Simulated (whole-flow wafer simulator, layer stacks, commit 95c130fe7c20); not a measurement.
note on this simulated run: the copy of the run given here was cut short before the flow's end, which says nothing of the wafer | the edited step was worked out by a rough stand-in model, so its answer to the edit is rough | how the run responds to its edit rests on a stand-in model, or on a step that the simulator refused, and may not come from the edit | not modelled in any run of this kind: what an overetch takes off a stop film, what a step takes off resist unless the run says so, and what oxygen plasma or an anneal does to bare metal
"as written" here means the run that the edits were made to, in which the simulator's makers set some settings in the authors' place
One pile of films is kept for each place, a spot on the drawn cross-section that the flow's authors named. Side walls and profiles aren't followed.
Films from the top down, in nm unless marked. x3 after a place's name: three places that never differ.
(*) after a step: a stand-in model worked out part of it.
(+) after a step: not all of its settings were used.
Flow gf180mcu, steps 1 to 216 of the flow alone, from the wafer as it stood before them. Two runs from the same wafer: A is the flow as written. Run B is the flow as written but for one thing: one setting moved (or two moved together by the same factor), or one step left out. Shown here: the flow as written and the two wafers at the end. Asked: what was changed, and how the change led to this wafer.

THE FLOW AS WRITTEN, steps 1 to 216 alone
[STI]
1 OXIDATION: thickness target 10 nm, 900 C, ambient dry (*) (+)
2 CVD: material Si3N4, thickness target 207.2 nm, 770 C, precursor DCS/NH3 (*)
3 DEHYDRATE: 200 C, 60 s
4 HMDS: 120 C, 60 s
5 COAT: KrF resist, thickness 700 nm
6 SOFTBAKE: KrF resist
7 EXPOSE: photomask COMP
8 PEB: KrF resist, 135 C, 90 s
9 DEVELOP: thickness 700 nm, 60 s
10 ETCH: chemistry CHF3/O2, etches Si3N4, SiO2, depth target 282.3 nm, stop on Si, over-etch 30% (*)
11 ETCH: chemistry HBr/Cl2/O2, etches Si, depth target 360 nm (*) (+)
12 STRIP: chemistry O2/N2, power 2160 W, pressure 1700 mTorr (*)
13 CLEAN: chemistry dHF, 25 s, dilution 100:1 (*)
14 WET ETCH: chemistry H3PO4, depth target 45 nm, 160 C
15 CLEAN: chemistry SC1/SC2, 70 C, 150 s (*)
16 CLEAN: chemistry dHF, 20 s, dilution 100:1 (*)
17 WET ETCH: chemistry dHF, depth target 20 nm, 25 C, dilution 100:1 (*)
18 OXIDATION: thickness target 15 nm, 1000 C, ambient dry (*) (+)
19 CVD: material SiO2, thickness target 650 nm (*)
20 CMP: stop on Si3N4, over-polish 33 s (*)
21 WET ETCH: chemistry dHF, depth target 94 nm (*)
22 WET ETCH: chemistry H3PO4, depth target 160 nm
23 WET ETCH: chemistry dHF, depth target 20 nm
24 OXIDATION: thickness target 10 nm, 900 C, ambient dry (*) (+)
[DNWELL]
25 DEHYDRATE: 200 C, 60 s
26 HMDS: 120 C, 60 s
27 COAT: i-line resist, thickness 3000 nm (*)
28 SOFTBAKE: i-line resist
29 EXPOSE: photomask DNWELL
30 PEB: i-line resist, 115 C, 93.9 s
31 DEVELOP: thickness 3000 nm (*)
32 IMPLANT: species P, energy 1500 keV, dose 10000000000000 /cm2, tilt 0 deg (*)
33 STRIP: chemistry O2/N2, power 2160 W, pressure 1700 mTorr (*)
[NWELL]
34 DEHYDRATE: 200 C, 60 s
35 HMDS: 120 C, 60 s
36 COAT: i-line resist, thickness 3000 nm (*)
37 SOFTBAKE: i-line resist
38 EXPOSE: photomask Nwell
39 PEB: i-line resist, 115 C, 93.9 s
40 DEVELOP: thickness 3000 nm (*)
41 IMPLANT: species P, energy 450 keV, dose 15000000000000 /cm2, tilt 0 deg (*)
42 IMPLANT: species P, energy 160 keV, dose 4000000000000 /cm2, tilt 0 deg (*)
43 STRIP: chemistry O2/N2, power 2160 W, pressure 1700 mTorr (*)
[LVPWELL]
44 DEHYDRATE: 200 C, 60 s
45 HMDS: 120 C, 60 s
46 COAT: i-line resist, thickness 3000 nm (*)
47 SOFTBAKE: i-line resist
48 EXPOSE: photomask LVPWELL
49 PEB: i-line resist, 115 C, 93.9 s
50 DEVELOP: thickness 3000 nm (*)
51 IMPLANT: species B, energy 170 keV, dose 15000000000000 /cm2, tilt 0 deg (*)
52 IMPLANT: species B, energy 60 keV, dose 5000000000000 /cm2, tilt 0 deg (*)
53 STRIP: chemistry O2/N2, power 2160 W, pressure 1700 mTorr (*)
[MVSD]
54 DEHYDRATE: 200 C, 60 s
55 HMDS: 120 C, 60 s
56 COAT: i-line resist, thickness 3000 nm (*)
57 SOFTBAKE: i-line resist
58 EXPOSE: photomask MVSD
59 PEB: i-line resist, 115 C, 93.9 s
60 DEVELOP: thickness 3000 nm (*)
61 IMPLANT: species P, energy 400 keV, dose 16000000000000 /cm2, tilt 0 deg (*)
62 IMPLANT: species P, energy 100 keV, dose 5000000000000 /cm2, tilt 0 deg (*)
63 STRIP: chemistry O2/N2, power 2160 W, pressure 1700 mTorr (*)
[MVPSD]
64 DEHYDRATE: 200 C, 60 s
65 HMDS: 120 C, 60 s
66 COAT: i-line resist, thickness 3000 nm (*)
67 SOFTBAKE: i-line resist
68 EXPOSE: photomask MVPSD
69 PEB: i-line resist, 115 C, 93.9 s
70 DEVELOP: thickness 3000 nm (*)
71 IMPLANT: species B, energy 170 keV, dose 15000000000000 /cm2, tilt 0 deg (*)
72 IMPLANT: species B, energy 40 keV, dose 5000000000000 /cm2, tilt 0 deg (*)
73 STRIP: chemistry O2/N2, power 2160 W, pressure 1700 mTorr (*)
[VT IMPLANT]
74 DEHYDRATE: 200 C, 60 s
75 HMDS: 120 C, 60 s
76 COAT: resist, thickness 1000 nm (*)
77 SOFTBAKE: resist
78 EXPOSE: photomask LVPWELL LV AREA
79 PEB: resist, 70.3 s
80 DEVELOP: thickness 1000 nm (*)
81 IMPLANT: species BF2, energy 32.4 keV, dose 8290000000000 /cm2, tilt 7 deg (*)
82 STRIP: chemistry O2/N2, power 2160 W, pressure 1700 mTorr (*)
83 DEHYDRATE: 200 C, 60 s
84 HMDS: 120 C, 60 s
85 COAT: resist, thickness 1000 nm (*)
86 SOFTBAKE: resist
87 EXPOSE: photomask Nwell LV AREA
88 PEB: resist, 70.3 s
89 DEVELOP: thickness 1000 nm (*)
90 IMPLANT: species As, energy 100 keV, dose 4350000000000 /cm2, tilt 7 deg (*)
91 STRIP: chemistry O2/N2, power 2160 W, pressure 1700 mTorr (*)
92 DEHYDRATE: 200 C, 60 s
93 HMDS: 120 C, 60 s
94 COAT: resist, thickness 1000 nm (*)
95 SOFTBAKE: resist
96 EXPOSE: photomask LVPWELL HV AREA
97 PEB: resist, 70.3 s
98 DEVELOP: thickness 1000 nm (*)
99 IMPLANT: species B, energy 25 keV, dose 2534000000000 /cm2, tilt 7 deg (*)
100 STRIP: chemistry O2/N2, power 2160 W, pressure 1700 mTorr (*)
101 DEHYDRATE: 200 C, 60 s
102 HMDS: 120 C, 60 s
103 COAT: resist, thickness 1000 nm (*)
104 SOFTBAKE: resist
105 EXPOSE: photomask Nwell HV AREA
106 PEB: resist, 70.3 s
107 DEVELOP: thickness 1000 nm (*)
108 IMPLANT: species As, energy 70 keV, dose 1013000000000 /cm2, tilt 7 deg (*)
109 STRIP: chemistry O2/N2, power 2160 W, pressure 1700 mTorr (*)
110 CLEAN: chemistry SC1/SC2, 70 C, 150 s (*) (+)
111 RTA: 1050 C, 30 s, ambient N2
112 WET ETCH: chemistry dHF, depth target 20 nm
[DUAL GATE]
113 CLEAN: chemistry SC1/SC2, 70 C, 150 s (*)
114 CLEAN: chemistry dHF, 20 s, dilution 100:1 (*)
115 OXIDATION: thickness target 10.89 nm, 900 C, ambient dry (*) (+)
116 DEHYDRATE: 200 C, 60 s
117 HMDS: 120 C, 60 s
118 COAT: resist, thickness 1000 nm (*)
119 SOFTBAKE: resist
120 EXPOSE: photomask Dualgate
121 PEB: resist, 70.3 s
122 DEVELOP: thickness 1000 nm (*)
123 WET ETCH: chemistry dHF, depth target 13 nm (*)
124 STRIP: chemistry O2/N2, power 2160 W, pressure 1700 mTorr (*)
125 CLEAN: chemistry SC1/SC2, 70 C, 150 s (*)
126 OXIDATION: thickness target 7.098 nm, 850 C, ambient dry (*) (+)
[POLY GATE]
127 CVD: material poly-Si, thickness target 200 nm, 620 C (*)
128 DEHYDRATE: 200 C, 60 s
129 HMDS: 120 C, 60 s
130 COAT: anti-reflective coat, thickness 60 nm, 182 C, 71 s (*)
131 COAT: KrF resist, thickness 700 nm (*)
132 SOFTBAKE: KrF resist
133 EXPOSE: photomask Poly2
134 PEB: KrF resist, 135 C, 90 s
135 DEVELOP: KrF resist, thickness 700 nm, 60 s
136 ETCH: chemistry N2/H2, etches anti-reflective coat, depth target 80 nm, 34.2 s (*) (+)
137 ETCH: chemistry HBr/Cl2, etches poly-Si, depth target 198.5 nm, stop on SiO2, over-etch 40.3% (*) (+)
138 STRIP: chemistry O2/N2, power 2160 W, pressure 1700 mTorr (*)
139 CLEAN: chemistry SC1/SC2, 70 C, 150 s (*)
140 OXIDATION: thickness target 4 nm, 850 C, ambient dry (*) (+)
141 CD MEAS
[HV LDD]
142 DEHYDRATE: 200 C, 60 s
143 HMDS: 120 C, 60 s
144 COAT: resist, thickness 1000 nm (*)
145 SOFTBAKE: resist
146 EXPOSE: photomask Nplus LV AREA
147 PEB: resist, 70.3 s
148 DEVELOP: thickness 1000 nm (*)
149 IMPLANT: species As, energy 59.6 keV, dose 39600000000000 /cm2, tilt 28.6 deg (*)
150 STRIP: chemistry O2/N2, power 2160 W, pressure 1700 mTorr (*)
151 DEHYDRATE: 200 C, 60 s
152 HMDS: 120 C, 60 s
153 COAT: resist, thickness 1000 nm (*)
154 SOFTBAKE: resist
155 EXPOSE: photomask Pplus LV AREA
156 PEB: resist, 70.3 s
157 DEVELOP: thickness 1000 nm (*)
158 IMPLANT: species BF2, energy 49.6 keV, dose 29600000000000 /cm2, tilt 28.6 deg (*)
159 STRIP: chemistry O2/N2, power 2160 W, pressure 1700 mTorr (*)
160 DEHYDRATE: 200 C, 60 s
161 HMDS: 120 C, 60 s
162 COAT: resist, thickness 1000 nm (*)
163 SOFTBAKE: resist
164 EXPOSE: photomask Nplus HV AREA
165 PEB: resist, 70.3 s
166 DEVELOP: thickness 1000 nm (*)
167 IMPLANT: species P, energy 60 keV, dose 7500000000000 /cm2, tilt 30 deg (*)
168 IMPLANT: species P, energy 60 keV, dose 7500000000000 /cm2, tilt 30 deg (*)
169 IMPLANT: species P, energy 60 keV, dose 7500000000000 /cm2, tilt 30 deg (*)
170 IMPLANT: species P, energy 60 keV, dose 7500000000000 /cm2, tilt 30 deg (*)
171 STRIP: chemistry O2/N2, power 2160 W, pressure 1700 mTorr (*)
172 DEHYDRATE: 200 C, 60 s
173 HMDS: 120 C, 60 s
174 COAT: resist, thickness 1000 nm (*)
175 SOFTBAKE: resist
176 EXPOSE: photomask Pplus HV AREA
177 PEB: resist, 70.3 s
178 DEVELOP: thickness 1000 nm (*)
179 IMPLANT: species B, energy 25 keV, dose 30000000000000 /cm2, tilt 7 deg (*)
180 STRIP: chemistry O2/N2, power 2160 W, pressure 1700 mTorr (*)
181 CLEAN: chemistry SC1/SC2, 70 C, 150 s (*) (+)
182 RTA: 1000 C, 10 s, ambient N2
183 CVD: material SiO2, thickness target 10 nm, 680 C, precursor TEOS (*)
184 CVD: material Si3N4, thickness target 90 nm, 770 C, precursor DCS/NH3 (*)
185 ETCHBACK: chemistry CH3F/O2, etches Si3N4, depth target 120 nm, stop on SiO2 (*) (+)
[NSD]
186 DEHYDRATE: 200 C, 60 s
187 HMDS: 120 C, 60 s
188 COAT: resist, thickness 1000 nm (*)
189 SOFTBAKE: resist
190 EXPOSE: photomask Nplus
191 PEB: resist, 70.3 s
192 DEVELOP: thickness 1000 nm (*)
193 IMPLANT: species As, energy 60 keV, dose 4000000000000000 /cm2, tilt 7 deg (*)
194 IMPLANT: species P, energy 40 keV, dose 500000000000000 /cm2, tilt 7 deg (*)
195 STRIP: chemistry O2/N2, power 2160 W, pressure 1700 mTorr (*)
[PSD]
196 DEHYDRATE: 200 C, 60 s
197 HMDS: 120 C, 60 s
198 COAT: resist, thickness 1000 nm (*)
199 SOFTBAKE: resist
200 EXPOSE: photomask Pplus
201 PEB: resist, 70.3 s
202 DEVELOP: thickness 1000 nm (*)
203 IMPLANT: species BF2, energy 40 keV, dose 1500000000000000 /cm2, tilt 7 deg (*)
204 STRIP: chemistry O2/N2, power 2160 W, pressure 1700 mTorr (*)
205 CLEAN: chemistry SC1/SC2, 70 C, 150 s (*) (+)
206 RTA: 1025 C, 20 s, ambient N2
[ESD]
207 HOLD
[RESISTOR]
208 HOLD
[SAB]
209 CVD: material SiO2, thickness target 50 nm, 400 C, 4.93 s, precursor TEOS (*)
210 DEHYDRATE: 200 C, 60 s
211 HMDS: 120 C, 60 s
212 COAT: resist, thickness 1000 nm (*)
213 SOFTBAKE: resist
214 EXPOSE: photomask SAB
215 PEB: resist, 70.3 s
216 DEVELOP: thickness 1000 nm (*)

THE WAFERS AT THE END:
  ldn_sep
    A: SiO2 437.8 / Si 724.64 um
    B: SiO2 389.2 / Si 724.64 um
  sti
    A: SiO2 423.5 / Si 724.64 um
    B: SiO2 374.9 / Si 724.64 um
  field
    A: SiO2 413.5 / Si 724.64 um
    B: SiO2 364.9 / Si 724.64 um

The cause: step 21, WET ETCH: depth target 143 nm was run, where the flow has depth target 94 nm.

How the change led to this, step by step:
  21 WET ETCH: chemistry dHF, depth target 94 nm (*)
      active, n_well, p_well and 40 more: A Si3N4 -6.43 | B Si3N4 -9.74
      field, field_sub, sti and 34 more: A SiO2 -94 | B SiO2 -143
  22 WET ETCH: chemistry H3PO4, depth target 160 nm
      active, n_well, p_well and 40 more: A Si3N4 -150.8 (all of it), SiO2 -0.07 | B Si3N4 -147.4 (all of it), SiO2 -0.1
  28 SOFTBAKE: i-line resist
      field: A i-line resist +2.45 | B i-line resist -1.06
      field_sub: A i-line resist +1.87 | B i-line resist -0.84
      (and at 62 more places)
  37 SOFTBAKE: i-line resist
      field: A i-line resist +2.45 | B i-line resist -1.06
      field_sub: A i-line resist +1.87 | B i-line resist -0.84
      (and at 62 more places)
  47 SOFTBAKE: i-line resist
      field: A i-line resist +2.45 | B i-line resist -1.06
      field_sub: A i-line resist +1.87 | B i-line resist -0.84
      (and at 62 more places)
  57 SOFTBAKE: i-line resist
      field: A i-line resist +2.45 | B i-line resist -1.06
      field_sub: A i-line resist +1.87 | B i-line resist -0.84
      (and at 62 more places)
  67 SOFTBAKE: i-line resist
      field: A i-line resist +2.45 | B i-line resist -1.06
      field_sub: A i-line resist +1.87 | B i-line resist -0.84
      (and at 62 more places)
  76 COAT: resist, thickness 1000 nm (*)
      p_well, spacer, sd_n: A resist +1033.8 (new film) | B resist +986.1 (new film)
      field__w6: A resist +984.3 (new film) | B resist +1012.2 (new film)
      (and at 46 more places)
  77 SOFTBAKE: resist
      ldn_dft, ldp_dft: A resist -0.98 | B nothing
      field: A resist -0.74 | B nothing
      (and at 54 more places)
  79 PEB: resist, 70.3 s
      pplus_u, iso_ptap_pw, iso_ntap_nw, vpnp_e: A resist -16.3 | B resist -15.7
      p_well, spacer, sd_n: A resist -16.4 | B resist -15.6
      (and at 2 more places)
  80 DEVELOP: thickness 1000 nm (*)
      p_well, spacer, sd_n: A resist -1017.4 (all of it) | B resist -970.5 (all of it)
      active: A resist -1004 (all of it) | B resist -974.7 (all of it)
      (and at 5 more places)
  82 STRIP: chemistry O2/N2, power 2160 W, pressure 1700 mTorr (*)
      field__w6: A resist -968.6 (all of it) | B resist -996.3 (all of it)
      field_sub: A resist -966.6 (all of it) | B resist -991.3 (all of it)
      (and at 41 more places)
  85 COAT: resist, thickness 1000 nm (*)
      p_well, spacer, sd_n: A resist +1033.8 (new film) | B resist +986.1 (new film)
      field__w6: A resist +984.3 (new film) | B resist +1012.2 (new film)
      (and at 46 more places)
  86 SOFTBAKE: resist
      ldn_dft, ldp_dft: A resist -0.98 | B nothing
      field: A resist -0.74 | B nothing
      (and at 54 more places)
  88 PEB: resist, 70.3 s
      pplus_u, iso_ptap_pw, iso_ntap_nw, vpnp_e: A resist -16.3 | B resist -15.7
      p_well, spacer, sd_n: A resist -16.4 | B resist -15.6
      (and at 2 more places)
  89 DEVELOP: thickness 1000 nm (*)
      n_well: A resist -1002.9 (all of it) | B resist -976.4 (all of it)
      sd_p: A resist -1001.9 (all of it) | B resist -976.6 (all of it)
      (and at 5 more places)
  ... 55 more steps ...
  216 DEVELOP: thickness 1000 nm (*)
      p_well, sd_n: A resist -996.4 (all of it) | B resist -948.1 (all of it)
      field__w1: A resist -1017.5 (all of it) | B resist -1040.3 (all of it)
      (and at 46 more places)
